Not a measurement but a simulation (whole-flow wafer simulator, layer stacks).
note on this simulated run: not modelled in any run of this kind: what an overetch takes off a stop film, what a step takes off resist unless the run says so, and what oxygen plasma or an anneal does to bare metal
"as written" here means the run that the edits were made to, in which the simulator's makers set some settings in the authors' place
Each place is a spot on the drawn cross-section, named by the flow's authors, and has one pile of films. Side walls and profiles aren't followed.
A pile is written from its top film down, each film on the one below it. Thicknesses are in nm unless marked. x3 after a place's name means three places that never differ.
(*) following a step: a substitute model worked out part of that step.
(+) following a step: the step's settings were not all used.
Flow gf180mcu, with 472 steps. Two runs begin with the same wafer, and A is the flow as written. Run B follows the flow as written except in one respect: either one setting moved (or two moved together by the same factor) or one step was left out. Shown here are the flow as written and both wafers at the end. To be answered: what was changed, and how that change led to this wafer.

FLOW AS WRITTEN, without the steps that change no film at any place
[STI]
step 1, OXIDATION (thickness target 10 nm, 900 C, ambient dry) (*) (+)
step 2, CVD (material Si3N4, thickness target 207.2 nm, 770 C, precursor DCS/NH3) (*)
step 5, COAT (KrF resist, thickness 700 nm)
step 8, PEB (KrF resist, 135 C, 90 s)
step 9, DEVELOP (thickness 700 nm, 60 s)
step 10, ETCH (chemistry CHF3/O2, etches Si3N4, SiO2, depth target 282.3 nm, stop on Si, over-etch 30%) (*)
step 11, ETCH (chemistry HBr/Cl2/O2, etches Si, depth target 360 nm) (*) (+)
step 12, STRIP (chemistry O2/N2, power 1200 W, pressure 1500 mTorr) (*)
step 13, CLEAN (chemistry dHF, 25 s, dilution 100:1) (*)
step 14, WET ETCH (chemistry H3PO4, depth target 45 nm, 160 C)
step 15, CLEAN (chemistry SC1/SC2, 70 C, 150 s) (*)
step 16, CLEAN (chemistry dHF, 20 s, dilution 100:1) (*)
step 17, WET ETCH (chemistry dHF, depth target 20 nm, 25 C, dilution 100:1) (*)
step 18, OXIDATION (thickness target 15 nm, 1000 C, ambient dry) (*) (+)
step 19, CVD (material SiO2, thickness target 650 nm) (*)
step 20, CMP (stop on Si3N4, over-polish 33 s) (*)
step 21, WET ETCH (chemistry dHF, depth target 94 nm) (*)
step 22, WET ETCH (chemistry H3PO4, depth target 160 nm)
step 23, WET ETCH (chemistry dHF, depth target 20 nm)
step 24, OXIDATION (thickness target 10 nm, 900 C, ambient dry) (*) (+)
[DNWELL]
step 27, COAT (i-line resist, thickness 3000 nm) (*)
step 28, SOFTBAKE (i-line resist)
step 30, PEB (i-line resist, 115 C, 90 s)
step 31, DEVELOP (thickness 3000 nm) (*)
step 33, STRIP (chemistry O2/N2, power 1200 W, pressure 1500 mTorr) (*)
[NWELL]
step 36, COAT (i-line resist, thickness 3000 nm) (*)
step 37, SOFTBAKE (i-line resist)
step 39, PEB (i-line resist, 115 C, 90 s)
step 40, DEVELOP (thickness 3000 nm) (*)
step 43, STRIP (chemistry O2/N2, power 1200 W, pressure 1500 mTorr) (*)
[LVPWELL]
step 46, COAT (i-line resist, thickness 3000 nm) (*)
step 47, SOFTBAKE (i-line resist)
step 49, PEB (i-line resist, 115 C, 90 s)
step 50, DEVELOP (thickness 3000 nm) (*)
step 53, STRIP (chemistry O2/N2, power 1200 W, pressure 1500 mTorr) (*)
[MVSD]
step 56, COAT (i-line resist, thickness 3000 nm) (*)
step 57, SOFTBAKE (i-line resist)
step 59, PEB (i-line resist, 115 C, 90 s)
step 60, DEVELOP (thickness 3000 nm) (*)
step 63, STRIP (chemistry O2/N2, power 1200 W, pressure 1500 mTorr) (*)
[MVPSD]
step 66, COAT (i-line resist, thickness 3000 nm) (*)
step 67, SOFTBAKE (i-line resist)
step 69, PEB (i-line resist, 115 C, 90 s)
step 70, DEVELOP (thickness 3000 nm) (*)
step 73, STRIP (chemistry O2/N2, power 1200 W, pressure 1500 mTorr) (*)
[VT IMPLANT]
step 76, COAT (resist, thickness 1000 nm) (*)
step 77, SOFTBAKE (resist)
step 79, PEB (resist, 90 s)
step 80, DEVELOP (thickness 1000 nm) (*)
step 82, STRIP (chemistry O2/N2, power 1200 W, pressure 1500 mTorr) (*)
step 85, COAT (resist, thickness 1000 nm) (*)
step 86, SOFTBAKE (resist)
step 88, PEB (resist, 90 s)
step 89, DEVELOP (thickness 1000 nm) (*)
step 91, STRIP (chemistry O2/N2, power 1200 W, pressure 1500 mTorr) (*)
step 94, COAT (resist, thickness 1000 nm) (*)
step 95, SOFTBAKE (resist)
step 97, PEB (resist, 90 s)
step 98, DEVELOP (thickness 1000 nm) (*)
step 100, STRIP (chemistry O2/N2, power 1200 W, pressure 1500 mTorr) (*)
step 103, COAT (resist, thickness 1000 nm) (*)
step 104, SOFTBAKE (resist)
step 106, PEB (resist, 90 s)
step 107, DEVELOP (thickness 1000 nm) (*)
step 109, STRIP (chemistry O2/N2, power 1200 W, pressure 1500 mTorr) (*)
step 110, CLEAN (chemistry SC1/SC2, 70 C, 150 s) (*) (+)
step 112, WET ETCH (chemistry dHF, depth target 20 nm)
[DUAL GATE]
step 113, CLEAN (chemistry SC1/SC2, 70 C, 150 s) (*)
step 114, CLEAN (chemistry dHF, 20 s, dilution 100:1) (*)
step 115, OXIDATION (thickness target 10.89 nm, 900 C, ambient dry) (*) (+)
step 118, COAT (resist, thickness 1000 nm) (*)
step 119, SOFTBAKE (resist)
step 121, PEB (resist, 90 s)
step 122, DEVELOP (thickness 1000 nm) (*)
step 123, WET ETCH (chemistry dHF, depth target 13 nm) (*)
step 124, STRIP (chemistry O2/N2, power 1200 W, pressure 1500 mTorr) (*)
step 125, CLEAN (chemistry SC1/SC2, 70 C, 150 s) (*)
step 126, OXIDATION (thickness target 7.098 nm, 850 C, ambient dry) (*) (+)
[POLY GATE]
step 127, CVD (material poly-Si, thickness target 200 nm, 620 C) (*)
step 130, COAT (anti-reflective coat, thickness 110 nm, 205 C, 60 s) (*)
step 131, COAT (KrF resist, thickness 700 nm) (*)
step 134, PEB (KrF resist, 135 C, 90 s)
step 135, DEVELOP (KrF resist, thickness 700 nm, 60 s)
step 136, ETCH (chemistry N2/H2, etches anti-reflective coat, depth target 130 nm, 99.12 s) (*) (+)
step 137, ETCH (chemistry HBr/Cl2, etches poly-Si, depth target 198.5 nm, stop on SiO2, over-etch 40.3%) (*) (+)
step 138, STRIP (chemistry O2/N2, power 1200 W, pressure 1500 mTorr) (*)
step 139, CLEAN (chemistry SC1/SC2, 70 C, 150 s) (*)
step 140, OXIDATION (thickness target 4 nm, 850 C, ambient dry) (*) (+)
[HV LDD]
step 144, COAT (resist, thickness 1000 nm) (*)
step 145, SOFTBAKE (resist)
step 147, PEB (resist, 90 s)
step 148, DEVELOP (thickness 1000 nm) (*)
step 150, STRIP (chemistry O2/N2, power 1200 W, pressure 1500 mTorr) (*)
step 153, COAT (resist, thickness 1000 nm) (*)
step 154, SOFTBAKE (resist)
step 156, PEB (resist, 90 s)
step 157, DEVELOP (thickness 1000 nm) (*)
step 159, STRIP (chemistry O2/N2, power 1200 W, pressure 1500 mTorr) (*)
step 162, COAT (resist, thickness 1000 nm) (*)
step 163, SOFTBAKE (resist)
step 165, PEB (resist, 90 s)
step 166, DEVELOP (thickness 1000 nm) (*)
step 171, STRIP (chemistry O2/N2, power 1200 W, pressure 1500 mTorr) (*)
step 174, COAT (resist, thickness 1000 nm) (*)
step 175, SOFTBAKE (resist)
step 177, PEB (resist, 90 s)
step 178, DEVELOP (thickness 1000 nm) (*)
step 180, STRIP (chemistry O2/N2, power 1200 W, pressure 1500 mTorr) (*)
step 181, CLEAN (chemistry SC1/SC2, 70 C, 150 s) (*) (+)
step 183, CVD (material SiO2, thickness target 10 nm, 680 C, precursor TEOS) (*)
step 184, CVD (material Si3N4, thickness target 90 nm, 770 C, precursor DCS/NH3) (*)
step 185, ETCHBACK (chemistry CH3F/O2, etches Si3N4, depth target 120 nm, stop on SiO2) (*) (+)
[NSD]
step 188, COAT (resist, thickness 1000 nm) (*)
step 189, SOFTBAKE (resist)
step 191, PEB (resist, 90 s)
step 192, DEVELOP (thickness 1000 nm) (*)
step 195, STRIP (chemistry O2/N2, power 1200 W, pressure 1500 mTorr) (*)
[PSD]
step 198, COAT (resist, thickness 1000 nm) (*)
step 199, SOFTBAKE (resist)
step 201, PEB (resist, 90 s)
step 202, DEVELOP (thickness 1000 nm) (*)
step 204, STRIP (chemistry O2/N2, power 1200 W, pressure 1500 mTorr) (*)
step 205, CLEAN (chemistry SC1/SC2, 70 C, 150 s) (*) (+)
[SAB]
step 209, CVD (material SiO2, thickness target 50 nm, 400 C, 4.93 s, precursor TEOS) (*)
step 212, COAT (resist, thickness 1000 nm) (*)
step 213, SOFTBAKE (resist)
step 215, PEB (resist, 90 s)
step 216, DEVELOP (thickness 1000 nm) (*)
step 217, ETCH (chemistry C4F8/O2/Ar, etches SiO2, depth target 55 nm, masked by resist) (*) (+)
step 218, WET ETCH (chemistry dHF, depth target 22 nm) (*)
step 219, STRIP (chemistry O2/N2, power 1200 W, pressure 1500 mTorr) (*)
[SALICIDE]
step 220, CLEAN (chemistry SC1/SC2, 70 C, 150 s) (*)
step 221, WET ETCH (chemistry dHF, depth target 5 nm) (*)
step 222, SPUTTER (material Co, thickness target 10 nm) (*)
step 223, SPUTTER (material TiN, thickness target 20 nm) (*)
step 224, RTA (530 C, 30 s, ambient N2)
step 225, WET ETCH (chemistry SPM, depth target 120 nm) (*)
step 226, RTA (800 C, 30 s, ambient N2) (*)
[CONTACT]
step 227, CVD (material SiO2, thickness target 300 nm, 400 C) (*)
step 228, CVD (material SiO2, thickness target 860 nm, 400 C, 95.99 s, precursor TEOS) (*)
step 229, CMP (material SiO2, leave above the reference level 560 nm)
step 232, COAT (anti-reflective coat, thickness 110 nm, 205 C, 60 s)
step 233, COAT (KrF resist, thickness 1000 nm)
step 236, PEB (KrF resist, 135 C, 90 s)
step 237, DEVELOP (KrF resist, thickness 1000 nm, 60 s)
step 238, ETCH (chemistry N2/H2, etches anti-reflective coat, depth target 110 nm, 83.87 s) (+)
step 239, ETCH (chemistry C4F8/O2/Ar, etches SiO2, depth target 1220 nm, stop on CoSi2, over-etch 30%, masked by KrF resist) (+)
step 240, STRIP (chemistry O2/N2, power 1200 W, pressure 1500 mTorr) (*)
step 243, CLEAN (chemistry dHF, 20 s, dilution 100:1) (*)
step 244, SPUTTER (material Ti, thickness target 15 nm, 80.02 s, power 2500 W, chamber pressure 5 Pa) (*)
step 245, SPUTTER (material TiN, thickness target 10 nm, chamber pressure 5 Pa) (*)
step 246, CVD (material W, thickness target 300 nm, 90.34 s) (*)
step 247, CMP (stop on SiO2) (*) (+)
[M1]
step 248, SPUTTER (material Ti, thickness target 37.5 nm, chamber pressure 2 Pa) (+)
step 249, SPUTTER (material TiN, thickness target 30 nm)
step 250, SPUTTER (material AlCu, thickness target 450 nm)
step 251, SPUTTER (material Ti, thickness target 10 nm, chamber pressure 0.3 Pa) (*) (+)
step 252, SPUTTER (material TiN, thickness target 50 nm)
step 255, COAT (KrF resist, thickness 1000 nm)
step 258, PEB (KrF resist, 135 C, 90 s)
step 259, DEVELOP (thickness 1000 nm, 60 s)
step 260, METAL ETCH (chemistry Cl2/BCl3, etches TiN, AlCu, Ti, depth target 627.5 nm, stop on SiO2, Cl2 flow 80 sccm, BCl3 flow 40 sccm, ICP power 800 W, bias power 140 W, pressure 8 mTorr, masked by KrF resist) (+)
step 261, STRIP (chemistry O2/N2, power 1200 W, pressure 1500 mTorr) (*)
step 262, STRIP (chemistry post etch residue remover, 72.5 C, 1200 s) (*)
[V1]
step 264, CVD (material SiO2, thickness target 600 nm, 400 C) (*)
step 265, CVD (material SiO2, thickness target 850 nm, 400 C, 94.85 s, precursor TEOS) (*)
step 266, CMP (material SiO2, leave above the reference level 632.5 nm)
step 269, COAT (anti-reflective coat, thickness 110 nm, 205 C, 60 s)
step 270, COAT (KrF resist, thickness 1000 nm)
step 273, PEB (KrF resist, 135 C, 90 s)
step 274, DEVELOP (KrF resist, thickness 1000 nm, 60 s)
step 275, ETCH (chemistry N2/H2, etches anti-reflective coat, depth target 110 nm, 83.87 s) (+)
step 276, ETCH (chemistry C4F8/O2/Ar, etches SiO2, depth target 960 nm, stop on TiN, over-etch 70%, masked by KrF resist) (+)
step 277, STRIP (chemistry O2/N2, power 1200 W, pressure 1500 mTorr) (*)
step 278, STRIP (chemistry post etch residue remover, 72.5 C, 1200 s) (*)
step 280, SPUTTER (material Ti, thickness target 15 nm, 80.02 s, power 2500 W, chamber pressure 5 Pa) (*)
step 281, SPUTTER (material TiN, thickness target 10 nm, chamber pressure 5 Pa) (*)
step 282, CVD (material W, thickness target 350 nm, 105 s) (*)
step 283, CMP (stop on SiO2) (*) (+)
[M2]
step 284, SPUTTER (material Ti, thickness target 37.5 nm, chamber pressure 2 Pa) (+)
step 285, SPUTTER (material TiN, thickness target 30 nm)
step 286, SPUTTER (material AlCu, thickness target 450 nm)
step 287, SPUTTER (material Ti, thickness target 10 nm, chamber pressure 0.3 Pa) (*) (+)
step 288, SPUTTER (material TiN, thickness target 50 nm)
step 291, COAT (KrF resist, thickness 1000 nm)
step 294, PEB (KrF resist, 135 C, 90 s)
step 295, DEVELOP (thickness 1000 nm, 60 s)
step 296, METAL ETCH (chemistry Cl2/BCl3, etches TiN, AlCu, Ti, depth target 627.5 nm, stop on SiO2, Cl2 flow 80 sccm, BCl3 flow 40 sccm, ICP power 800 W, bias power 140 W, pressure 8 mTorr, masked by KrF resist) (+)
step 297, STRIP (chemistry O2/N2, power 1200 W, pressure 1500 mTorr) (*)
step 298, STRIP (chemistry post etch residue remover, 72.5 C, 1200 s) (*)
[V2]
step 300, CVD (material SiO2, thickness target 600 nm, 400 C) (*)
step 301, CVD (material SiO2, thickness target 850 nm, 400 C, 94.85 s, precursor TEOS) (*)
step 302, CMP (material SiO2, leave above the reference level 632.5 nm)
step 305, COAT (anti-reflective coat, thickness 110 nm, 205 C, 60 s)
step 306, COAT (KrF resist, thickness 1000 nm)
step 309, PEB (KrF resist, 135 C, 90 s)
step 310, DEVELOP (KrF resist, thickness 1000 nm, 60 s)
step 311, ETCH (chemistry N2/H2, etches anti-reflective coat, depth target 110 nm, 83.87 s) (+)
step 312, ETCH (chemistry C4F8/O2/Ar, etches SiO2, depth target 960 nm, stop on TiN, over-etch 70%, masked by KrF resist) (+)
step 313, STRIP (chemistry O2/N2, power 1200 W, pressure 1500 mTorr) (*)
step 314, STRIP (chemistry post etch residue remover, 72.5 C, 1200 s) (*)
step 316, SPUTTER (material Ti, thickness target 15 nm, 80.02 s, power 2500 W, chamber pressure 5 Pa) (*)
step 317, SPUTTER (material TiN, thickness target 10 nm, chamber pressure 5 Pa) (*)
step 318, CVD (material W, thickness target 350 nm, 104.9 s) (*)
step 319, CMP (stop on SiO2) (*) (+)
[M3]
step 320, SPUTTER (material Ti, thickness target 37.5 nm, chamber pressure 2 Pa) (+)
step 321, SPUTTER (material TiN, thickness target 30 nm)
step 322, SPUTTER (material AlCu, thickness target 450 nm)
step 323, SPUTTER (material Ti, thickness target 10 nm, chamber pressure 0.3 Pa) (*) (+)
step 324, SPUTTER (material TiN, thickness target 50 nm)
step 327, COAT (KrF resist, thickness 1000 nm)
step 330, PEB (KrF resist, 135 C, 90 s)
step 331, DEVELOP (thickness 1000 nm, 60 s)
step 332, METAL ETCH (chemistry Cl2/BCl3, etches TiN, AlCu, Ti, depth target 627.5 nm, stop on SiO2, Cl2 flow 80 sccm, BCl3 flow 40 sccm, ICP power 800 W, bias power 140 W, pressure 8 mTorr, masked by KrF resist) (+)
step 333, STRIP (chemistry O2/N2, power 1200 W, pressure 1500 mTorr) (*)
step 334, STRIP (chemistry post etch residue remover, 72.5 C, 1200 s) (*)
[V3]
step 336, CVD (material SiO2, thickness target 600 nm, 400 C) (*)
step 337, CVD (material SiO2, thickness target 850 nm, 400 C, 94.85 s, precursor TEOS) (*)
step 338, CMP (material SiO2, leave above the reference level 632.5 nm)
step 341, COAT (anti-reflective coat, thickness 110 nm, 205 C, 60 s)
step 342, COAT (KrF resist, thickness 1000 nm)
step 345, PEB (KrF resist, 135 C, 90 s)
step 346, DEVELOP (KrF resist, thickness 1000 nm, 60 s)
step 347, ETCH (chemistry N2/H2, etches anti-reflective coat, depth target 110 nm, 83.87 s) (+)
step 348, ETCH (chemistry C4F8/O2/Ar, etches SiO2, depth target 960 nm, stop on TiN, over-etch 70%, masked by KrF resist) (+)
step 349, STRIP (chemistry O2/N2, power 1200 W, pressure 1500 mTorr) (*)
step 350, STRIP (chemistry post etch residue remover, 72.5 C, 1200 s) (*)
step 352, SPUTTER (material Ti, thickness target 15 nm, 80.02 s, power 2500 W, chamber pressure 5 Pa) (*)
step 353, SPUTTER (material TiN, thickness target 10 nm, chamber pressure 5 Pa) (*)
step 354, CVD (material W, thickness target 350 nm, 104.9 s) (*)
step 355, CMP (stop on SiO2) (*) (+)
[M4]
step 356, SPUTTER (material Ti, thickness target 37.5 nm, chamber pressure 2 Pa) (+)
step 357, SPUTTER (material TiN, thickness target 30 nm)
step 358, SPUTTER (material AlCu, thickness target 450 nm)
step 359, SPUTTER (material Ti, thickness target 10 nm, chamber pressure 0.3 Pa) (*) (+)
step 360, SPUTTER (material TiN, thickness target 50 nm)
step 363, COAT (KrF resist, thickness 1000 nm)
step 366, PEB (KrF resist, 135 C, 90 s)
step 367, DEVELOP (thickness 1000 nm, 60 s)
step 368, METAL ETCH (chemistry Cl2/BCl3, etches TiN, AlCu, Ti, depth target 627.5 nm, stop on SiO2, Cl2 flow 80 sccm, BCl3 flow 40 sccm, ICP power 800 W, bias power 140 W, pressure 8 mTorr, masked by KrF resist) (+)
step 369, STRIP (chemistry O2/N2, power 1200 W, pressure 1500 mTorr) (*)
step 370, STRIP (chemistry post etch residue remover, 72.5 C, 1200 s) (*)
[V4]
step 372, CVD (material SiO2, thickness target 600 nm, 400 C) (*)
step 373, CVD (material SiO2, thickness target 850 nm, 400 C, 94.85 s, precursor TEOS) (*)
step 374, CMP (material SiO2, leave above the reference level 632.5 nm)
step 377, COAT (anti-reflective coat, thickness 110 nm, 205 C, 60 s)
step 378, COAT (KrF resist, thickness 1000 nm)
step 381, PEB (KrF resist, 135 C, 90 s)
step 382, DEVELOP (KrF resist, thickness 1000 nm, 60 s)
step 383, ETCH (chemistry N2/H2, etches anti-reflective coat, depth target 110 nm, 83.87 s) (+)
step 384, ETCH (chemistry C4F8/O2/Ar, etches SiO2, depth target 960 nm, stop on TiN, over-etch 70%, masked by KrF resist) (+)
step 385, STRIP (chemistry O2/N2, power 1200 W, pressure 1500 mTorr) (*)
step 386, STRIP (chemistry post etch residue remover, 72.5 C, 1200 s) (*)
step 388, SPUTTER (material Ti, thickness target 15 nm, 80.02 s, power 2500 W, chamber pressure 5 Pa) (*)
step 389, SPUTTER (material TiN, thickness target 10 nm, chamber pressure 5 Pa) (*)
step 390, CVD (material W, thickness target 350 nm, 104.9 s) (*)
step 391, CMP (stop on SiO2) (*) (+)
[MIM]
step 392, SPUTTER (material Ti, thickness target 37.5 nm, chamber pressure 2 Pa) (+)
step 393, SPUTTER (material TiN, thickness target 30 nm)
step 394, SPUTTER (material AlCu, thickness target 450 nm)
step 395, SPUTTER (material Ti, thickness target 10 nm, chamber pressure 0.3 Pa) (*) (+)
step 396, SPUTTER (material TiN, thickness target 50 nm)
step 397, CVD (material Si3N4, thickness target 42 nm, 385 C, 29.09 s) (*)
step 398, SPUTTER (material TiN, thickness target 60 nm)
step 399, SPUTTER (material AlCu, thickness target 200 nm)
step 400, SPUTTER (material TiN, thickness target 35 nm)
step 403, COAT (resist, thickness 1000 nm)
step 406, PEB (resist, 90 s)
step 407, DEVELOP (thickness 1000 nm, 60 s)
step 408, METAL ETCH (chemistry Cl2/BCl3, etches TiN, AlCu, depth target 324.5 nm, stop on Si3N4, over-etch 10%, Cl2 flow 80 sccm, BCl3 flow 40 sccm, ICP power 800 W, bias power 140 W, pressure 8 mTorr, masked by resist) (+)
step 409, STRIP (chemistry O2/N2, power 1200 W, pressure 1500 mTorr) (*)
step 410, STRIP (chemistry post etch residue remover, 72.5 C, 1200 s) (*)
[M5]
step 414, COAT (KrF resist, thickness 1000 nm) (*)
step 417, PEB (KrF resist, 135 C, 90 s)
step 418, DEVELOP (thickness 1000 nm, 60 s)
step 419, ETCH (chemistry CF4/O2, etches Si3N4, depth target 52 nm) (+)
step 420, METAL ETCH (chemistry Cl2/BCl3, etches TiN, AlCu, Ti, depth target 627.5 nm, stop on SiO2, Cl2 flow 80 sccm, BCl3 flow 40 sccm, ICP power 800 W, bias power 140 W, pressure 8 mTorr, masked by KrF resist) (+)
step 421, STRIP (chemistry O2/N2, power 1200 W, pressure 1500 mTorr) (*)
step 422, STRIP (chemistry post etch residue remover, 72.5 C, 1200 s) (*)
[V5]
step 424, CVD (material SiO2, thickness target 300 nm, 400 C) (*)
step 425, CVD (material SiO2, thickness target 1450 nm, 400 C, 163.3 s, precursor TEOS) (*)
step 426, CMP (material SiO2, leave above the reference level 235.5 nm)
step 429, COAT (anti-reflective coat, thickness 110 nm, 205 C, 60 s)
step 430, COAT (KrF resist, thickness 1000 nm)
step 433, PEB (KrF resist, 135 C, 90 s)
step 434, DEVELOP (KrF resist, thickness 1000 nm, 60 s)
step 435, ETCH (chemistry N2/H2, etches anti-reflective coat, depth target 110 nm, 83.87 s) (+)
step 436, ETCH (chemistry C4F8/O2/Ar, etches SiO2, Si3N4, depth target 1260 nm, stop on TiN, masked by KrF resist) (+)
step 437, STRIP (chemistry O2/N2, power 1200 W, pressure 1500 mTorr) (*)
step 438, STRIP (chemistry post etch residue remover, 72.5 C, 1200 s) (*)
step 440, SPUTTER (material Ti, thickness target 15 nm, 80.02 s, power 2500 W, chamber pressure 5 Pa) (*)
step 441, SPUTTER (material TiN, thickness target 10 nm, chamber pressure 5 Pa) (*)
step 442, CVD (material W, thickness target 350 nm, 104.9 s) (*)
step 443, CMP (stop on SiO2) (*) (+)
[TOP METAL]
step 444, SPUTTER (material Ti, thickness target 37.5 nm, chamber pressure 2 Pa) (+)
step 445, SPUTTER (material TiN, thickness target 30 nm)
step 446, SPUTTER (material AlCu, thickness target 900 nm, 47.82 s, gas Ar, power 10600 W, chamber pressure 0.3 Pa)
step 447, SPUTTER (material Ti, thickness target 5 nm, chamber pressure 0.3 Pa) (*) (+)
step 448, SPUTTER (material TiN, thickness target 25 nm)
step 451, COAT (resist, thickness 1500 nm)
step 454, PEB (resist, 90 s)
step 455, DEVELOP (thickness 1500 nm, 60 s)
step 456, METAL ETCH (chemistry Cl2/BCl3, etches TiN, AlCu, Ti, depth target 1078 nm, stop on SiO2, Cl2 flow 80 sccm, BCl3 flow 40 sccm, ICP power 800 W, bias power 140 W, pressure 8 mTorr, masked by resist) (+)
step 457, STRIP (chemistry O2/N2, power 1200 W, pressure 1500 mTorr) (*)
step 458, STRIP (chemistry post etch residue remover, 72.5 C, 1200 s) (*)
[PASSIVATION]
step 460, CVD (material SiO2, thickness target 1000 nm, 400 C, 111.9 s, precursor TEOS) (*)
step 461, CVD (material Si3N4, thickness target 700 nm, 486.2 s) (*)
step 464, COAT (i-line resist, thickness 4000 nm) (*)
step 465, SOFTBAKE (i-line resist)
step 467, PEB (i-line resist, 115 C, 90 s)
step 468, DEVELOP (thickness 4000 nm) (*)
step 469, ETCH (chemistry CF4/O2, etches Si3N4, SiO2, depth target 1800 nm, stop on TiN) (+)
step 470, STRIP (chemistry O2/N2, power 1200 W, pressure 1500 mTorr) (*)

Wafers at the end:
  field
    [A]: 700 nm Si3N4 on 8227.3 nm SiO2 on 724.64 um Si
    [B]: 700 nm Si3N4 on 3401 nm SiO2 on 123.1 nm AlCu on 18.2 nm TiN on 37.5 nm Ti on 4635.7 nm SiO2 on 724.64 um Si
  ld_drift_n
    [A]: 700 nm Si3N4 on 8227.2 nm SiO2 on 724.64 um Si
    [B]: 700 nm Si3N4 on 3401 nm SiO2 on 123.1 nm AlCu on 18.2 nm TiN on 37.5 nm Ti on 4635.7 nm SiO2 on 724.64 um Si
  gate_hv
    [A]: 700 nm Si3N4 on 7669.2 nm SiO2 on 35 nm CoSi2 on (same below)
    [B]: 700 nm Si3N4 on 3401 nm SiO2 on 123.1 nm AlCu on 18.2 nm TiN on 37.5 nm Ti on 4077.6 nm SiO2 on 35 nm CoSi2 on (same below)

What caused this: step 357, SPUTTER: thickness target 18.2 nm was run, though the flow has thickness target 30 nm; step 368, METAL ETCH: depth target 381.2 nm was run, where the flow has depth target 627.5 nm.

How this came from the change, step by step:
  step 357, SPUTTER (material TiN, thickness target 30 nm)
      field, field__w1, field__w2 and 108 more: A TiN gains 30 (new film) | B TiN gains 18.2 (new film)
  step 368, METAL ETCH (chemistry Cl2/BCl3, etches TiN, AlCu, Ti, depth target 627.5 nm, stop on SiO2, Cl2 flow 80 sccm, BCl3 flow 40 sccm, ICP power 800 W, bias power 140 W, pressure 8 mTorr, masked by KrF resist) (+)
      field, field__w1, field__w2 and 103 more: A TiN loses 50 (all of it), Ti loses 10 (all of it), AlCu loses 450 (all of it), TiN loses 30 (all of it), Ti loses 37.5 (all of it) | B TiN loses 50 (all of it), Ti loses 10 (all of it), AlCu loses 321.2
      field__w8, contact, m1, m1__w1, m1_nw: A KrF resist loses 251 | B KrF resist loses 152.5
  step 369, STRIP (chemistry O2/N2, power 1200 W, pressure 1500 mTorr) (*)
      field__w8, contact, m1, m1__w1, m1_nw: A KrF resist loses 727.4 (all of it) | B KrF resist loses 825.9 (all of it)
  step 370, STRIP (chemistry post etch residue remover, 72.5 C, 1200 s) (*)
      field, field__w1, field__w2 and 103 more: A nothing | B AlCu loses 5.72
  step 372, CVD (material SiO2, thickness target 600 nm, 400 C) (*)
      field, field__w1, field__w2 and 103 more: A SiO2 gains 600 | B SiO2 gains 600 (new film)
  step 374, CMP (material SiO2, leave above the reference level 632.5 nm)
      field, field__w1, field__w2 and 103 more: A SiO2 loses 300 | B SiO2 loses 490.6
If metal films that touch count as one body, field has 1 body; the flow as written gives 0 bodies.
If metal films that touch count as one body, ld_drift_n has 1 body; the flow as written gives 0 bodies.
If metal films that touch count as one body, gate_hv has 2 bodies (between them, from the top down: SiO2 4077.6); the flow as written gives 1 body.
